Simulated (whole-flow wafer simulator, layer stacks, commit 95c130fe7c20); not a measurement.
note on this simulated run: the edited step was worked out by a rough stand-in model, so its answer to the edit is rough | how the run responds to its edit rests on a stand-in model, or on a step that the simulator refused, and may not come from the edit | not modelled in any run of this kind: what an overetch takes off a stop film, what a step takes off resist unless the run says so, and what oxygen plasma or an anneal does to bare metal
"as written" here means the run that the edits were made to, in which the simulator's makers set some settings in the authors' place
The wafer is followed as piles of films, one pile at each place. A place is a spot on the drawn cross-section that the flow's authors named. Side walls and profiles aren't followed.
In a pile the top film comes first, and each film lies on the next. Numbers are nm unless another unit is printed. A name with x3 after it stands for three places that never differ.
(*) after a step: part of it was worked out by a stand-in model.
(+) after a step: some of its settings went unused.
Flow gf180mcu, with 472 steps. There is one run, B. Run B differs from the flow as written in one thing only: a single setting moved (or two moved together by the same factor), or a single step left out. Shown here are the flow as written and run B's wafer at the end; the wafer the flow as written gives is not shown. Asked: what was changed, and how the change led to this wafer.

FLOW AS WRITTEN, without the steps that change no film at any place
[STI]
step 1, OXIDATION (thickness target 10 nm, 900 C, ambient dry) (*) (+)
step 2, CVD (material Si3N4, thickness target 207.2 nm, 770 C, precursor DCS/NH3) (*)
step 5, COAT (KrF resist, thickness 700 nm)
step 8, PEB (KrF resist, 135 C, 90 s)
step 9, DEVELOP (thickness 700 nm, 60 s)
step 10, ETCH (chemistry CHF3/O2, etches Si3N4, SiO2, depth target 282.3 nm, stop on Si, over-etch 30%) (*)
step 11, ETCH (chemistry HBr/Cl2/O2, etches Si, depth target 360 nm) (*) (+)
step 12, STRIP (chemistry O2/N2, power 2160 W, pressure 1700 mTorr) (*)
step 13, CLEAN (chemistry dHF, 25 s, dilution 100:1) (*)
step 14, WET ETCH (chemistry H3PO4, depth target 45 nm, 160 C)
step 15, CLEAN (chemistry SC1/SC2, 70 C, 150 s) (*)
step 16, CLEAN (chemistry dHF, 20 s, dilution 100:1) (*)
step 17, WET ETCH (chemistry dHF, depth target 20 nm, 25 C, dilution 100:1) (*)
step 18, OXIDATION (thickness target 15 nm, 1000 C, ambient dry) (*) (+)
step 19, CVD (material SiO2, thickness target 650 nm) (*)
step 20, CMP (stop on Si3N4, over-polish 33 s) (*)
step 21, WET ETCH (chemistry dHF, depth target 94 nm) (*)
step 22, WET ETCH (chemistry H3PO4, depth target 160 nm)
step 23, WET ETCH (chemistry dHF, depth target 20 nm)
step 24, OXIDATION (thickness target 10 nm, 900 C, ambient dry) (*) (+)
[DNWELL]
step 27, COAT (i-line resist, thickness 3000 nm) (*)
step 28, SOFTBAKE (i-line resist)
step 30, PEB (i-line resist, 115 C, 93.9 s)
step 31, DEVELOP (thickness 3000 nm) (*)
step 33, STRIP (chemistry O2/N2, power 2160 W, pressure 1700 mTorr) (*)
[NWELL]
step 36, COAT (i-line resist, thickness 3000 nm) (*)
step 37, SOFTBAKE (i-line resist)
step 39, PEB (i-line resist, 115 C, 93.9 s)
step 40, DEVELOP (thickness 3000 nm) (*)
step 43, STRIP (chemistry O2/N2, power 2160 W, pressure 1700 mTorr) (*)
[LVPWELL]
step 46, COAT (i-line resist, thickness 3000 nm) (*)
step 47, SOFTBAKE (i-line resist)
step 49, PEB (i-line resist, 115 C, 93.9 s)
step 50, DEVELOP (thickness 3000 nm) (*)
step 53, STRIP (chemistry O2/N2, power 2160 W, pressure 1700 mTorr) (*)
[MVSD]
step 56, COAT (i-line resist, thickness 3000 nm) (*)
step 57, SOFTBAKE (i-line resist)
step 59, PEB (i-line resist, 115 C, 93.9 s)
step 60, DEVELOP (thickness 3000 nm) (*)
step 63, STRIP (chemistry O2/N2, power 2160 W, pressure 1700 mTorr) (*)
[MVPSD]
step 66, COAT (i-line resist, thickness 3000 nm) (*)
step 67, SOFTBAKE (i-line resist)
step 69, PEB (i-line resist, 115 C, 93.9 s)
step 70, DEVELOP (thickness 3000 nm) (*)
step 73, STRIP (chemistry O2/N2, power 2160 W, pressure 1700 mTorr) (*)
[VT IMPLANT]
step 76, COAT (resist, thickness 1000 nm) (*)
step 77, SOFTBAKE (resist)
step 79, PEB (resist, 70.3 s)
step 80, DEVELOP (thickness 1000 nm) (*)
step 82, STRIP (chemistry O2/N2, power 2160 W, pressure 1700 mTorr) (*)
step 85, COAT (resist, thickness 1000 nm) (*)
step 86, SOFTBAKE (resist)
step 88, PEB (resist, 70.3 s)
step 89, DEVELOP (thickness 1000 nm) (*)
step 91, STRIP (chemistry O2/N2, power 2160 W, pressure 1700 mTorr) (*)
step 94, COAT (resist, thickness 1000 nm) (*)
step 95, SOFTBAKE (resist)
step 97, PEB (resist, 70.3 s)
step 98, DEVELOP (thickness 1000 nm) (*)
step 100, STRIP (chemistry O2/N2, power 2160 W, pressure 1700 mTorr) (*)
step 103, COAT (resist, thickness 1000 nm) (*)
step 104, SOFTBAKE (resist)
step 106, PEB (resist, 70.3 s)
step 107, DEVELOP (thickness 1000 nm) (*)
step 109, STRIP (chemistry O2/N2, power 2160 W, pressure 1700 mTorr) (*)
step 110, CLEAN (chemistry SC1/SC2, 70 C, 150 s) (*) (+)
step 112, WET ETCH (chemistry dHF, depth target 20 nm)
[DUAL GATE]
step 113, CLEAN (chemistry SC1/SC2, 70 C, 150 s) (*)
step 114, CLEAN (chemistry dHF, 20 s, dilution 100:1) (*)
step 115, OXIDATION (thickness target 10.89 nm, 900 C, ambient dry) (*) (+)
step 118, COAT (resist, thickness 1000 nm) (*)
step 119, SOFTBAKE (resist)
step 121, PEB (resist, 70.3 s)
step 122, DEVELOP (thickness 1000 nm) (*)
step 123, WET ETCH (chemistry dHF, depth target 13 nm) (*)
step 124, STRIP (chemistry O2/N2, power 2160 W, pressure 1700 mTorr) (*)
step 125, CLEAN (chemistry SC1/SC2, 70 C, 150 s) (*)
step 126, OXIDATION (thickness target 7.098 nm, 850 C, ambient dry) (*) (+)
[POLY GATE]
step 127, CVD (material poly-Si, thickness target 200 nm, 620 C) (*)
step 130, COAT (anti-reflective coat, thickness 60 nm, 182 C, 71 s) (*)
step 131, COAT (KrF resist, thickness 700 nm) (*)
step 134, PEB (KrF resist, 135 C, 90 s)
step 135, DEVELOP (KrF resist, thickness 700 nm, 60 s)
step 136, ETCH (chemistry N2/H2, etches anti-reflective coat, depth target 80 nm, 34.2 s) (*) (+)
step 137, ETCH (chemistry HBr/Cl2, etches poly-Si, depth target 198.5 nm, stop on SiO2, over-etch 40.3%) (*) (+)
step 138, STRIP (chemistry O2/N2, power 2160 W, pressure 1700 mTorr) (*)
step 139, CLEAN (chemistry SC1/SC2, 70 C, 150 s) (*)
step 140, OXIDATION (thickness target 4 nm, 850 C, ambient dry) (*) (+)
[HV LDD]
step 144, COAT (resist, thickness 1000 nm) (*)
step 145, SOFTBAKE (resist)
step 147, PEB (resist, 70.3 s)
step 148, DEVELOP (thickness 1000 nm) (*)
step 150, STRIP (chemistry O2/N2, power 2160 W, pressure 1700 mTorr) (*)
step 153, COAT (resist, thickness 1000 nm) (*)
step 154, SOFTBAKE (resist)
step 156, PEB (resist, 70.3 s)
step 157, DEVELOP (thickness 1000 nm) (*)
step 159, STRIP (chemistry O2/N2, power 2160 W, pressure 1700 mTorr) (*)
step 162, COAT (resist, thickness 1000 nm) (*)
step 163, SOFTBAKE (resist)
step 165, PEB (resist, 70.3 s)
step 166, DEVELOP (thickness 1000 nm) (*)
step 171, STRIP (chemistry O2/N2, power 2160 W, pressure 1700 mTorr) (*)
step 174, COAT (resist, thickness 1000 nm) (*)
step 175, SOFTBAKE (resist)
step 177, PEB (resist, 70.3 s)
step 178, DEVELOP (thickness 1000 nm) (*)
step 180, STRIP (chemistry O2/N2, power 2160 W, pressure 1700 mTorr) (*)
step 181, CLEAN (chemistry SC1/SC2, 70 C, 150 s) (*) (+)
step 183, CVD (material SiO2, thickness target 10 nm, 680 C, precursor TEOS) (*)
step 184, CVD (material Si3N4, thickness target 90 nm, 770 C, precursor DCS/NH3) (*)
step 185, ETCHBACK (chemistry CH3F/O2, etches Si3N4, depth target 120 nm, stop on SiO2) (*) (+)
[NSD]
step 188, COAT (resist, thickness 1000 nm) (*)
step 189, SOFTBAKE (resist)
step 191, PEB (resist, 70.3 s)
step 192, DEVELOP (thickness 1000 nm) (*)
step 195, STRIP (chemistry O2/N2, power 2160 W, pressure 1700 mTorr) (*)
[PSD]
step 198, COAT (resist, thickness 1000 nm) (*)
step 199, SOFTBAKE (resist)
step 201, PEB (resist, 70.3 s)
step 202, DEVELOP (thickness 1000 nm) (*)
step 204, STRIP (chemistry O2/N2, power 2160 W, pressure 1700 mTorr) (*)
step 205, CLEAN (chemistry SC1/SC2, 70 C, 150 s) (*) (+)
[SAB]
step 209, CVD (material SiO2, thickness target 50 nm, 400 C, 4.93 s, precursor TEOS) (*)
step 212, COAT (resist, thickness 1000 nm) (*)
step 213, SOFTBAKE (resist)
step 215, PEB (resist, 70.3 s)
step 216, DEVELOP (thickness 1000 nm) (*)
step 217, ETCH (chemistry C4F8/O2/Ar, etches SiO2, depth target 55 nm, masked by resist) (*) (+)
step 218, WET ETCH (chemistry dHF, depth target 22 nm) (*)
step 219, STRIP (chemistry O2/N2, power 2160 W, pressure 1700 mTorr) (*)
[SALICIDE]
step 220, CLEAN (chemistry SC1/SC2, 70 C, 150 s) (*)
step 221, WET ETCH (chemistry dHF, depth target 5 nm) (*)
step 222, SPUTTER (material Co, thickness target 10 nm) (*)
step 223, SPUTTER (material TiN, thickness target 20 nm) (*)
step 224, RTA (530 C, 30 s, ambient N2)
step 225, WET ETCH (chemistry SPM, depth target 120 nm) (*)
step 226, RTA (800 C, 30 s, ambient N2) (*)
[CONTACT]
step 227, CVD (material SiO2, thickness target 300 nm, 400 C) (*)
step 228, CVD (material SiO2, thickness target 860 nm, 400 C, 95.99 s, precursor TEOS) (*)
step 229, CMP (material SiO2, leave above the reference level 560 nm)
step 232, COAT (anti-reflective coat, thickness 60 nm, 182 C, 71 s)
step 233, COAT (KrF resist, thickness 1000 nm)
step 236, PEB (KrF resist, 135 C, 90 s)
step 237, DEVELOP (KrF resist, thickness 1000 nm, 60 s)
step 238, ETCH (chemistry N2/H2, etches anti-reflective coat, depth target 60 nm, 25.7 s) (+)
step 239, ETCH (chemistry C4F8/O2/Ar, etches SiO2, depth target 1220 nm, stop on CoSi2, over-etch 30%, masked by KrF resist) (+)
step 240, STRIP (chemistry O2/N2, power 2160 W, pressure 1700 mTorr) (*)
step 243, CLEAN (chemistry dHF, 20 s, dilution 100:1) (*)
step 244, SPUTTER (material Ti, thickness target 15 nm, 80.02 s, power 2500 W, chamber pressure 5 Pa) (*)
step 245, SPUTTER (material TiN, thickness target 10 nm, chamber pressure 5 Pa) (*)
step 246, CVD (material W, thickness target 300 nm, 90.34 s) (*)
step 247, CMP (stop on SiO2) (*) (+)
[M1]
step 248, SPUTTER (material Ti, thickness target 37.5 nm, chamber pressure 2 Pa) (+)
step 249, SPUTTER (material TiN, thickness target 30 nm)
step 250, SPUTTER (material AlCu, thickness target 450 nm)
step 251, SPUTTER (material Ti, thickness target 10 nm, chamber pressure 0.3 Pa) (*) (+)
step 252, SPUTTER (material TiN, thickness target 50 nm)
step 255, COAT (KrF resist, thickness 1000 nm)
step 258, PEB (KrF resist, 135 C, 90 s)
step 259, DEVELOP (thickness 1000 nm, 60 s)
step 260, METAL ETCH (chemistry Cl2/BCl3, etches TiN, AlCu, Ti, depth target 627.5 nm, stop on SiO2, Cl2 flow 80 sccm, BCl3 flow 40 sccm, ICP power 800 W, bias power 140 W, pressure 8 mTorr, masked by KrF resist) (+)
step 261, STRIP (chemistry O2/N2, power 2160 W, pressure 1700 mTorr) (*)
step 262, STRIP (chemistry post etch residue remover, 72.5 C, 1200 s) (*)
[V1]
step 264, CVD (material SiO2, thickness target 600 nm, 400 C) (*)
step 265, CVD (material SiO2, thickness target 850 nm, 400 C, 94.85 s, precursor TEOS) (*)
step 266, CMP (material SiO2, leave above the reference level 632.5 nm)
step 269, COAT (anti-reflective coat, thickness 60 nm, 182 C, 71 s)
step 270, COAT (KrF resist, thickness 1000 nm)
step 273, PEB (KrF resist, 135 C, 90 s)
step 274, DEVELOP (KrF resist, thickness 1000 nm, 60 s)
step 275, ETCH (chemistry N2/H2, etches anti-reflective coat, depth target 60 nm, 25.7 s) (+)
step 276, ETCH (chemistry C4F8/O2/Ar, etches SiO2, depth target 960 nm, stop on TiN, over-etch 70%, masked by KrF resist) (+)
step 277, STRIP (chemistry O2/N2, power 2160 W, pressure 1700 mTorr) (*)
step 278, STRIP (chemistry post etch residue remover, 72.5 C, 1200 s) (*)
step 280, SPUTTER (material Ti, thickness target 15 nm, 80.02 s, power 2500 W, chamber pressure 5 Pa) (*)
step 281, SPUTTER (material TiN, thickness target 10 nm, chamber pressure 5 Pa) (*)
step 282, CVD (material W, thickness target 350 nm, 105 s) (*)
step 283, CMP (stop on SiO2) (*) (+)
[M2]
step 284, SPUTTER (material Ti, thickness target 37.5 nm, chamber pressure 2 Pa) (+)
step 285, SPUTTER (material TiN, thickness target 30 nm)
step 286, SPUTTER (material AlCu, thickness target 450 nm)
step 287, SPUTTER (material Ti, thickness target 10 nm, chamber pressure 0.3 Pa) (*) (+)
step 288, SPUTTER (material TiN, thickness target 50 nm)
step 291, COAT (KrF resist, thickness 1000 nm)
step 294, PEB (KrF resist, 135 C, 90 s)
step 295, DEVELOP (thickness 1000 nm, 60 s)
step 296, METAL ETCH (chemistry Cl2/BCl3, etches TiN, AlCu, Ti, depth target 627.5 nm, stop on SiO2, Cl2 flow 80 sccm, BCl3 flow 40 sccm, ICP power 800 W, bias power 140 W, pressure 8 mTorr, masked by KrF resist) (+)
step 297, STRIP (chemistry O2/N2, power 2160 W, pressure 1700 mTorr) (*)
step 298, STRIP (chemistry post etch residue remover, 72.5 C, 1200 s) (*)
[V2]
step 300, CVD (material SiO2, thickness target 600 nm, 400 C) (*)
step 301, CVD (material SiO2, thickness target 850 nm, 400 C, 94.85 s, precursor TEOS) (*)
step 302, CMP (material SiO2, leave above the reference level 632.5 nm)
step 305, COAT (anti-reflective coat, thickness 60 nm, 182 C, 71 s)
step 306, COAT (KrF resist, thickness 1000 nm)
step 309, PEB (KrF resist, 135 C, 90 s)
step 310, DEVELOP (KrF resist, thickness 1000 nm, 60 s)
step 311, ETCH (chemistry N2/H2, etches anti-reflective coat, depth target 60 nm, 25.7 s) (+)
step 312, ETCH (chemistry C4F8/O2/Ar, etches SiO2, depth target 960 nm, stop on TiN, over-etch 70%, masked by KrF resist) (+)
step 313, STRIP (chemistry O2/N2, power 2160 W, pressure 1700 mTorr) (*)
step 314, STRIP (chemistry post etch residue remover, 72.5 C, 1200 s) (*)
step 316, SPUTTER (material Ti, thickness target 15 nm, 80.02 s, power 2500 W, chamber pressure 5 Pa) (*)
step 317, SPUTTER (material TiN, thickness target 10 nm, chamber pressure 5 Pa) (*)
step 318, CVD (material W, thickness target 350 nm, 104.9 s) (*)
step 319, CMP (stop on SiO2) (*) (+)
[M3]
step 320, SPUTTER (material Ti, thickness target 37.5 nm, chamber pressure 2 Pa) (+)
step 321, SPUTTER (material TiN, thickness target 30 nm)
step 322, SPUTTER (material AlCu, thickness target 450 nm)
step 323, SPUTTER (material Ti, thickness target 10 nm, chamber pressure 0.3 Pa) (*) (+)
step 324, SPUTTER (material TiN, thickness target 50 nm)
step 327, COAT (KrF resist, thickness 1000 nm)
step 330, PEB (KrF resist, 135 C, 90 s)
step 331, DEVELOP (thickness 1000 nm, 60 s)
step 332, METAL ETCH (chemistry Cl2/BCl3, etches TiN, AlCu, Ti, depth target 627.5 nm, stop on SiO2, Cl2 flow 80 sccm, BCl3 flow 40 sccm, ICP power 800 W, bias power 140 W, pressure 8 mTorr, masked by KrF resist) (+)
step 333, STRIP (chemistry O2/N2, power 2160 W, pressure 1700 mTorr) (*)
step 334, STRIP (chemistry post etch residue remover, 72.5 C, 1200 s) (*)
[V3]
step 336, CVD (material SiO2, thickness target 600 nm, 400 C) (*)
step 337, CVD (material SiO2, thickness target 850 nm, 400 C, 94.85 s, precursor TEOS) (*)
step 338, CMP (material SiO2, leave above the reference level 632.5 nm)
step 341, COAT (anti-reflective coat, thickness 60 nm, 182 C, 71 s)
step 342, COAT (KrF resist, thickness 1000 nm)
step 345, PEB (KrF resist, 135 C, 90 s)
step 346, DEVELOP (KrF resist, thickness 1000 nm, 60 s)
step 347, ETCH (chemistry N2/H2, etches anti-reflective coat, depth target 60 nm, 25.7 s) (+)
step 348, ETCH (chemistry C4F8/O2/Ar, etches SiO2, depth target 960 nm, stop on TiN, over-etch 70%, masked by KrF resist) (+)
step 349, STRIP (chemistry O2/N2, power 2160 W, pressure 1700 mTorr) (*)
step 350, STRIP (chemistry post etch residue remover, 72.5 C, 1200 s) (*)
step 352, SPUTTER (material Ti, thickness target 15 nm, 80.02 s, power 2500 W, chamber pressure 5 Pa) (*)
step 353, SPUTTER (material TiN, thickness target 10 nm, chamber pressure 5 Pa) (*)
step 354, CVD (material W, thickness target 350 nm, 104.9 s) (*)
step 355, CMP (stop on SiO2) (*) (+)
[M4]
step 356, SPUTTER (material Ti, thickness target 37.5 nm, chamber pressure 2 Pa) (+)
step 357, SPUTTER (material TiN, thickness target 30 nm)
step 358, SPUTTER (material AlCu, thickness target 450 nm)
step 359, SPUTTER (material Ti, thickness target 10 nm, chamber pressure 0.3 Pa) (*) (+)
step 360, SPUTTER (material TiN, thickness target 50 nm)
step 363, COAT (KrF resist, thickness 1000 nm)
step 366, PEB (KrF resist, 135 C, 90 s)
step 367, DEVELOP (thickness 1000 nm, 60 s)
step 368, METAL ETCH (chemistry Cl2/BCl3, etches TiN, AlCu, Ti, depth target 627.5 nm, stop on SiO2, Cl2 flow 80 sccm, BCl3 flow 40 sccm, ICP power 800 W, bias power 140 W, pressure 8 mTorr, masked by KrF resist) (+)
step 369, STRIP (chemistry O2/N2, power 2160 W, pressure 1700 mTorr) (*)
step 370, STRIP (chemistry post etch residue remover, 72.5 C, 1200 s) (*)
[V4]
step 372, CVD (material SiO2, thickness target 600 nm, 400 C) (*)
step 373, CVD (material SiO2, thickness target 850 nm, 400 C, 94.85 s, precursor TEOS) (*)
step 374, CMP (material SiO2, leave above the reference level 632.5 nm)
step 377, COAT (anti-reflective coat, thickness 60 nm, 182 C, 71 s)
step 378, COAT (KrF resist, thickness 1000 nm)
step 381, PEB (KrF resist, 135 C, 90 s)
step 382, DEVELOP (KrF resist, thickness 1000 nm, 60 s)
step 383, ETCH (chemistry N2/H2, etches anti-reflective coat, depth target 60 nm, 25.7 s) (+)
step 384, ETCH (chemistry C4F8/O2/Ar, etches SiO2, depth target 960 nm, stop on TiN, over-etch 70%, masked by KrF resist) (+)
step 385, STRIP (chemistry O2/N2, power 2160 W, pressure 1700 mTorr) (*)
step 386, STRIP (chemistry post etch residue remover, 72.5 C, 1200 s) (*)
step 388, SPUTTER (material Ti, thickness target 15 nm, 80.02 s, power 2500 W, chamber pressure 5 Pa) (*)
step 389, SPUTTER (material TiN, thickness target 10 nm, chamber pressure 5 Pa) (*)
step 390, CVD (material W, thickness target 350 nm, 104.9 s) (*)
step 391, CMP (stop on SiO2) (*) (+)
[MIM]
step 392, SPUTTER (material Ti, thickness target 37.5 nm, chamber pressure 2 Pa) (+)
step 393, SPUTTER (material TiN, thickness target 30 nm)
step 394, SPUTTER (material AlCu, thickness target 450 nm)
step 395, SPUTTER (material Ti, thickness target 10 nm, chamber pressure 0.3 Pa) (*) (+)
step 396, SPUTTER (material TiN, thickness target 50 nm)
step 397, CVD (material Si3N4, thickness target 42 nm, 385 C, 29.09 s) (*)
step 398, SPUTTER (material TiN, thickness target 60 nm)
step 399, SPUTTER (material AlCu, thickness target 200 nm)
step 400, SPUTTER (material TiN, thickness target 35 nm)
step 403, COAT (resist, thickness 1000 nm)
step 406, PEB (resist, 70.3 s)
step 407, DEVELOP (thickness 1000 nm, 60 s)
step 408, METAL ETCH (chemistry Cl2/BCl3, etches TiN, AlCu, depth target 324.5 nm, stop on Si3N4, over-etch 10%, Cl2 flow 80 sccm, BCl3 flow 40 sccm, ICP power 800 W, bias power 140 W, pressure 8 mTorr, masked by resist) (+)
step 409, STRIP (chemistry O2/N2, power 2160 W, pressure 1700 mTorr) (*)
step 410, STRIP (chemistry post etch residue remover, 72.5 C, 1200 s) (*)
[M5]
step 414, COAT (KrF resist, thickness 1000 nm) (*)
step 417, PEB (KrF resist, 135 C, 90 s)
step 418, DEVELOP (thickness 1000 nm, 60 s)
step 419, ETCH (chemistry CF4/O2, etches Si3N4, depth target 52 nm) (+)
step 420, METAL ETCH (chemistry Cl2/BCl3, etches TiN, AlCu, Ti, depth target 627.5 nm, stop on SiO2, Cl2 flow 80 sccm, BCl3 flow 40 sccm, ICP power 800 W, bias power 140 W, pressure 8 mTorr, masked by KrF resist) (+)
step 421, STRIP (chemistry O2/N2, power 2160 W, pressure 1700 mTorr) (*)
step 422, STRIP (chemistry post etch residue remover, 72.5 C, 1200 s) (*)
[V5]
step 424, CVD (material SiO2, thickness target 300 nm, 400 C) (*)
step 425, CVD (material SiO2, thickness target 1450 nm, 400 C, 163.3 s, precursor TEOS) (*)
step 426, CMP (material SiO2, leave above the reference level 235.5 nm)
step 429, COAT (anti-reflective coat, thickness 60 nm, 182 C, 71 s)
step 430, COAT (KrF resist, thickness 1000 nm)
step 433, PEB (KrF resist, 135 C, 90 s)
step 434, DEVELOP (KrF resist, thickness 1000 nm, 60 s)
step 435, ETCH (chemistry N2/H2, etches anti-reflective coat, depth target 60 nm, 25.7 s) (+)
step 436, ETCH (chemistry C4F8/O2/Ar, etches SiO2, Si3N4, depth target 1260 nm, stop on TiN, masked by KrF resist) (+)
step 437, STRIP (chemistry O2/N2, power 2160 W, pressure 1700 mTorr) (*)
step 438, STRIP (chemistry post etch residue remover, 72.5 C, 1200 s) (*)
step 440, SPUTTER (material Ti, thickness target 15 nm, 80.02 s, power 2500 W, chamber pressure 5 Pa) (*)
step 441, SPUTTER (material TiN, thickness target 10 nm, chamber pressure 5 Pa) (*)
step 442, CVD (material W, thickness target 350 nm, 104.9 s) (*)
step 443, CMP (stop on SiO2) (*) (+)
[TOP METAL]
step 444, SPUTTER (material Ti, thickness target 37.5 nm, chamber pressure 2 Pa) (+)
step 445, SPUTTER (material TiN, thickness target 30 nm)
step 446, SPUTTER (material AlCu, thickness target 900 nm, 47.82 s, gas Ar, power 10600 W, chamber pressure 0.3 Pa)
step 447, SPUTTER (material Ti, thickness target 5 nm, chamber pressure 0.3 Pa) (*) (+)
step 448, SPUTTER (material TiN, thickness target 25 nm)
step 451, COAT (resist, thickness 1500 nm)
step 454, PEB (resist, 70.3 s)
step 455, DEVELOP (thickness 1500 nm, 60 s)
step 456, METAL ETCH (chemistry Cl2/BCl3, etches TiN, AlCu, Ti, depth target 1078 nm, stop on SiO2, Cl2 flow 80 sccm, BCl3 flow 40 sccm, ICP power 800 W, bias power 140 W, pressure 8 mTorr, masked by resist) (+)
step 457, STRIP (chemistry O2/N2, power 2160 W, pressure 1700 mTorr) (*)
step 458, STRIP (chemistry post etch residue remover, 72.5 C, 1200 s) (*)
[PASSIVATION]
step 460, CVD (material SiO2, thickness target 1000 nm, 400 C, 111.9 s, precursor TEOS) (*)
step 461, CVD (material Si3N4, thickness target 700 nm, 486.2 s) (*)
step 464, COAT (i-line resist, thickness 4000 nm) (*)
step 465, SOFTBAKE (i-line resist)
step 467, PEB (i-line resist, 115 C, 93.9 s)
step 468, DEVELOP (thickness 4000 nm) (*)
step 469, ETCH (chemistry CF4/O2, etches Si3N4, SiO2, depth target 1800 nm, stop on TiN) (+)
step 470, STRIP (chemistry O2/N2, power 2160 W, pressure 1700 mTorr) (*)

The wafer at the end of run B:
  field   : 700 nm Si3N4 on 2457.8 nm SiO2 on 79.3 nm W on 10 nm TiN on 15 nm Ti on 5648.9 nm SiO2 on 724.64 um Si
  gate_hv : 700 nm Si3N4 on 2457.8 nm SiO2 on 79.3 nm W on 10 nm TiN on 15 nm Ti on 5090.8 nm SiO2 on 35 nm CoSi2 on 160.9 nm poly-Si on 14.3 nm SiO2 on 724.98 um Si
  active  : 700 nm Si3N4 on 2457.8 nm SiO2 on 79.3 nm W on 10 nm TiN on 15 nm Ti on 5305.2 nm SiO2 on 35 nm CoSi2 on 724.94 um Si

What caused this: step 373, CVD: thickness target 404 nm was run, while the flow as written has thickness target 850 nm; step 373, CVD: 45.05 s was run, where the flow has 94.85 s.

The path from the change to this, step by step:
  step 373, CVD (material SiO2, thickness target 850 nm, 400 C, 94.85 s, precursor TEOS) (*)
      field, field__w1, field__w2 and 108 more: SiO2 gains 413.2 (it would be, as written: SiO2 gains 850)
  step 374, CMP (material SiO2, leave above the reference level 632.5 nm)
      field, field__w1, field__w2 and 103 more: nothing (it would be, as written: SiO2 loses 300)
      field__w8, contact, m1, m1__w1, m1_nw: SiO2 loses 440.3 (it would be, as written: SiO2 loses 877.1)
  step 377, COAT (anti-reflective coat, thickness 60 nm, 182 C, 71 s)
      gate, gate_nat: anti-reflective coat gains 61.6 (new film) (it would be, as written: anti-reflective coat gains 60 (new film))
      field: anti-reflective coat gains 115 (new film) (it would be, as written: anti-reflective coat gains 60 (new film))
      (and at 19 other places as well)
  step 378, COAT (KrF resist, thickness 1000 nm)
      field: KrF resist gains 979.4 (new film) (it would be, as written: KrF resist gains 1000 (new film))
      field__w1: KrF resist gains 976.3 (new film) (it would be, as written: KrF resist gains 1000 (new film))
      (and at 12 other places as well)
  step 381, PEB (KrF resist, 135 C, 90 s)
      m1__w1, nw_sep_fld: KrF resist loses 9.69 (it would be, as written: KrF resist loses 10.5)
      contact: KrF resist loses 9.44 (it would be, as written: KrF resist loses 10.5)
      (and at 5 other places as well)
  step 382, DEVELOP (KrF resist, thickness 1000 nm, 60 s)
      contact: KrF resist loses 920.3 (all of it) (it would be, as written: KrF resist loses 989.5 (all of it))
  step 383, ETCH (chemistry N2/H2, etches anti-reflective coat, depth target 60 nm, 25.7 s) (+)
      contact: anti-reflective coat loses 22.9 (all of it), SiO2 loses 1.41 (it would be, as written: anti-reflective coat loses 60 (all of it), SiO2 loses 0.46)
  step 385, STRIP (chemistry O2/N2, power 2160 W, pressure 1700 mTorr) (*)
      field: KrF resist loses 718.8 (all of it), anti-reflective coat loses 115 (all of it) (it would be, as written: KrF resist loses 739.2 (all of it), anti-reflective coat loses 60 (all of it))
      field__w1: KrF resist loses 715.7 (all of it), anti-reflective coat loses 87.1 (all of it) (it would be, as written: KrF resist loses 739.2 (all of it), anti-reflective coat loses 60 (all of it))
      (and at 19 other places as well)
  step 388, SPUTTER (material Ti, thickness target 15 nm, 80.02 s, power 2500 W, chamber pressure 5 Pa) (*)
      contact: Ti gains 10.5 (new film) (it would be, as written: Ti gains 9.65 (new film))
  step 389, SPUTTER (material TiN, thickness target 10 nm, chamber pressure 5 Pa) (*)
      contact: TiN gains 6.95 (new film) (it would be, as written: TiN gains 6.4 (new film))
  step 390, CVD (material W, thickness target 350 nm, 104.9 s) (*)
      contact: W gains 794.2 (new film) (it would be, as written: W gains 932.3 (new film))
  step 391, CMP (stop on SiO2) (*) (+)
      field, field__w1, field__w2 and 103 more: W loses 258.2 (it would be, as written: W loses 350 (all of it), TiN loses 10 (all of it), Ti loses 15 (all of it), SiO2 loses 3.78)
      field__w8, m1, m1__w1, m1_nw: W loses 350 (all of it), TiN loses 10 (all of it), Ti loses 15 (all of it), SiO2 loses 20 (it would be, as written: W loses 350 (all of it), TiN loses 10 (all of it), Ti loses 15 (all of it), SiO2 loses 3.78)
      (and at 1 other place as well)
  step 420, METAL ETCH (chemistry Cl2/BCl3, etches TiN, AlCu, Ti, depth target 627.5 nm, stop on SiO2, Cl2 flow 80 sccm, BCl3 flow 40 sccm, ICP power 800 W, bias power 140 W, pressure 8 mTorr, masked by KrF resist) (+)
      field, field__w1, field__w2 and 101 more: TiN loses 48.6 (all of it), Ti loses 10 (all of it), AlCu loses 450 (all of it), TiN loses 30 (all of it), Ti loses 37.5 (all of it), W loses 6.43 (it would be, as written: TiN loses 48.6 (all of it), Ti loses 10 (all of it), AlCu loses 450 (all of it), TiN loses 30 (all of it), Ti loses 37.5 (all of it))
  step 422, STRIP (chemistry post etch residue remover, 72.5 C, 1200 s) (*)
      field, field__w1, field__w2 and 101 more: W loses 6.01 (it would be, as written: nothing)
  step 424, CVD (material SiO2, thickness target 300 nm, 400 C) (*)
      field, field__w1, field__w2 and 101 more: SiO2 gains 300 (new film) (it would be, as written: SiO2 gains 300)
  step 426, CMP (material SiO2, leave above the reference level 235.5 nm)
      field, field__w1, field__w5 and 92 more: SiO2 loses 288.4 (it would be, as written: SiO2 loses 300.8)
      field__w2, field__w3, field__w12 and 6 more: SiO2 loses 259.7 (it would be, as written: SiO2 loses 272.7)
Taking metal films that touch as one body, field has 1 body; the flow as written gives 0 bodies.
Taking metal films that touch as one body, gate_hv has 2 bodies (between them, from the top down: SiO2 5090.8); the flow as written gives 1 body.
Taking metal films that touch as one body, active has 2 bodies (between them, from the top down: SiO2 5305.2); the flow as written gives 1 body.
